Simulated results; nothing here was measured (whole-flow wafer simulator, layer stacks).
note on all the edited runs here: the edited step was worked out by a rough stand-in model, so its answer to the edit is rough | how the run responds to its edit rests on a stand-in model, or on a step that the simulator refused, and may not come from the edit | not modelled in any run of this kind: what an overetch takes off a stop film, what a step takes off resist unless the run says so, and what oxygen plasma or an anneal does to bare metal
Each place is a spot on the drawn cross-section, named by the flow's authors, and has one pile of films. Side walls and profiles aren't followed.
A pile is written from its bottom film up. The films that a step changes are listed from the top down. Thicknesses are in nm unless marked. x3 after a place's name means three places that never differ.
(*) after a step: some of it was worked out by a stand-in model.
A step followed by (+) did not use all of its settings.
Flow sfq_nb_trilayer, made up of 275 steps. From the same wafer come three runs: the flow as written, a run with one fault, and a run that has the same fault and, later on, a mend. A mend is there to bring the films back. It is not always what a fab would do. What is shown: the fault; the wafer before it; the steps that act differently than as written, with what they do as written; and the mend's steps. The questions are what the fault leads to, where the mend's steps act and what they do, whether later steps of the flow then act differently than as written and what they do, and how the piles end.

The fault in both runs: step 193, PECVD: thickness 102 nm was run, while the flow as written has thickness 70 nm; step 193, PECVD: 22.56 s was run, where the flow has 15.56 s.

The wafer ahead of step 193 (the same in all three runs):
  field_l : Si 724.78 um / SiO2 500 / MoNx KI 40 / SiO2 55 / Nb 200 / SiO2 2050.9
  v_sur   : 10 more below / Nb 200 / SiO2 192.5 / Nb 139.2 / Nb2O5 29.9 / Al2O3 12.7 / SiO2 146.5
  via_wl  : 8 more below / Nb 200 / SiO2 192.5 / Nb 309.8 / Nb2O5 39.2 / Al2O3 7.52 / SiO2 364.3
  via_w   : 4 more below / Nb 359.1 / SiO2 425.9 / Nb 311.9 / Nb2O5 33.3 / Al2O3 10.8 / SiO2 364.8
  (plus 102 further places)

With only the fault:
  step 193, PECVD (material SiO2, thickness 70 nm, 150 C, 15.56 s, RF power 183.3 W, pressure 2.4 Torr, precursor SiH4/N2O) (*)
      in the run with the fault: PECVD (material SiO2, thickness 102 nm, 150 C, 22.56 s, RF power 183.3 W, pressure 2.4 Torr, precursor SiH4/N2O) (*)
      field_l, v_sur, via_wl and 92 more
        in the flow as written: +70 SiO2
        in the run with the fault: +102 SiO2
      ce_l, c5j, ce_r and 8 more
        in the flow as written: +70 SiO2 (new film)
        in the run with the fault: +102 SiO2 (new film)
  Steps later in the flow that act otherwise than as written (9 more steps, not shown, differ only slightly: by at most 2% or 0.5 nm, whichever is larger):
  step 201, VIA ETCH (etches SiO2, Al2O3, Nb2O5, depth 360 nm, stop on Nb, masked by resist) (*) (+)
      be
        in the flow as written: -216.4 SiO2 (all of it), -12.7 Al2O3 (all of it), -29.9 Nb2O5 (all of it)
        in the run with the fault: -248.4 SiO2 (all of it), -12.7 Al2O3 (all of it), -29.9 Nb2O5 (all of it)
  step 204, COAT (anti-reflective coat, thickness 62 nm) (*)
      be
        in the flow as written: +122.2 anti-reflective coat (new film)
        in the run with the fault: +126.9 anti-reflective coat (new film)
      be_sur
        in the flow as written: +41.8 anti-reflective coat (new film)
        in the run with the fault: +40.7 anti-reflective coat (new film)
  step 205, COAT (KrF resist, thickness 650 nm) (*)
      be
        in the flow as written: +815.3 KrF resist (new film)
        in the run with the fault: +838.2 KrF resist (new film)
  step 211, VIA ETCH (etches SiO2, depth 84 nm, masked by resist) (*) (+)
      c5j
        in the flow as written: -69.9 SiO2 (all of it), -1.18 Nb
        in the run with the fault: -84 SiO2
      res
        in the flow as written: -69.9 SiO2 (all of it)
        in the run with the fault: -84 SiO2
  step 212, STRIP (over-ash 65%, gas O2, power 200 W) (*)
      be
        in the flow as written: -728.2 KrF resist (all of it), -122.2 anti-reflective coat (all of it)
        in the run with the fault: -751 KrF resist (all of it), -126.9 anti-reflective coat (all of it)
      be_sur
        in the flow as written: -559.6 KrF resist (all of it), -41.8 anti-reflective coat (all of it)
        in the run with the fault: -557.7 KrF resist (all of it), -40.7 anti-reflective coat (all of it)
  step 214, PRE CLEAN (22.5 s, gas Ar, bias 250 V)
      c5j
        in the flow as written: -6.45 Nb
        in the run with the fault: -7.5 SiO2
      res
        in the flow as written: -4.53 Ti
        in the run with the fault: -7.5 SiO2
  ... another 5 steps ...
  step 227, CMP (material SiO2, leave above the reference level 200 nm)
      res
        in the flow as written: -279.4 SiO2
        in the run with the fault: -258.7 SiO2
  The piles end different from the flow's at v_sur, via_wl, via_w and 79 more by more than 2% or 0.5 nm, whichever is larger.
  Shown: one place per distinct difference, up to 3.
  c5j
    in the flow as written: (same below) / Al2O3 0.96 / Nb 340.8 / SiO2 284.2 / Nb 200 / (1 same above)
    in the run with the fault: (same below) / Al2O3 0.96 / Nb 160 / SiO2 10.4 / Nb 183.3 / SiO2 303.3 / Nb 200 / (1 same above)
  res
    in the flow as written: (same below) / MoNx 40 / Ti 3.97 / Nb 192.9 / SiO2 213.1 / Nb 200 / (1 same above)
    in the run with the fault: (same below) / MoNx 40 / Ti 8.5 / SiO2 10.4 / Nb 189.4 / SiO2 233.8 / Nb 200 / (1 same above)
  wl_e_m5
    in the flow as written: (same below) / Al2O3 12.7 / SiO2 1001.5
    in the run with the fault: (same below) / Al2O3 12.7 / SiO2 1033.5

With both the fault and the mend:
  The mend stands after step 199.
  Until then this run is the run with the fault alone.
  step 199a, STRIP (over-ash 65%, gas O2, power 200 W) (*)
      p4_fl x3, p4_w1 x9, p4_g1 x2 and 33 more
        -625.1 KrF resist (all of it), -62 anti-reflective coat (all of it)
      wl_b_m5, wl_b_sr, wl_c_sl and 12 more
        -625 KrF resist (all of it), -62 anti-reflective coat (all of it)
      field_l, v_sur, via_wl, via_w
        -625.7 KrF resist (all of it), -62.2 anti-reflective coat (all of it)
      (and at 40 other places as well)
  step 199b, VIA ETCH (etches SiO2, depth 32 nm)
      field_l, v_sur, via_wl and 103 more
        -32 SiO2
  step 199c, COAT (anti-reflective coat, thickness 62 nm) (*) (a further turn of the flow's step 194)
      p4_fl x3, p4_w1 x9, p4_g1 x2 and 50 more
        +62 anti-reflective coat (new film)
      via_wr, via_sp, via_v, wire, lsp_r, l0_sur, l0v
        +62.3 anti-reflective coat (new film)
      be, be_sur, gap, lsp_m, ln_m6
        +62.4 anti-reflective coat (new film)
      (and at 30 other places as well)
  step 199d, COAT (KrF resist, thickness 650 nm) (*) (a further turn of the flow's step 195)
      p4_fl x3, p4_w1 x9, p4_g1 x2 and 33 more
        +650 KrF resist (new film)
      wl_b_m5, wl_b_sr, wl_c_sl and 12 more
        +649.9 KrF resist (new film)
      field_l, v_sur, via_wl, via_w
        +650.6 KrF resist (new film)
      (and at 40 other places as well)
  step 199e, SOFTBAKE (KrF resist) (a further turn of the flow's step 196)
      leaves every film unchanged at each place that is followed
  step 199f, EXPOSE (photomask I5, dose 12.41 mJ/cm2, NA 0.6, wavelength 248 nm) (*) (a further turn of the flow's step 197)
      leaves every film unchanged at each place that is followed
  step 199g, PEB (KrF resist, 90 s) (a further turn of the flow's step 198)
      field_l, v_sur, via_wl and 87 more
        -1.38 KrF resist
      jj_sur, ce_l, sp_r, moat, field_r, wl_jj
        -1.39 KrF resist
      be_r, r_sur, res, r_end
        -1.33 KrF resist
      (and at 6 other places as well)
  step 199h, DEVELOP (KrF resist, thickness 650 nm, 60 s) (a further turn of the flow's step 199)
      field_l, v_sur, via_wl and 102 more
        -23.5 KrF resist
      be
        -649.8 KrF resist (all of it)
  None of the later steps of the flow differs from how it acts as written, at any place that is followed, by more than 2% or 0.5 nm, whichever is larger.
  The piles end the same as the flow's at every place that both follow.
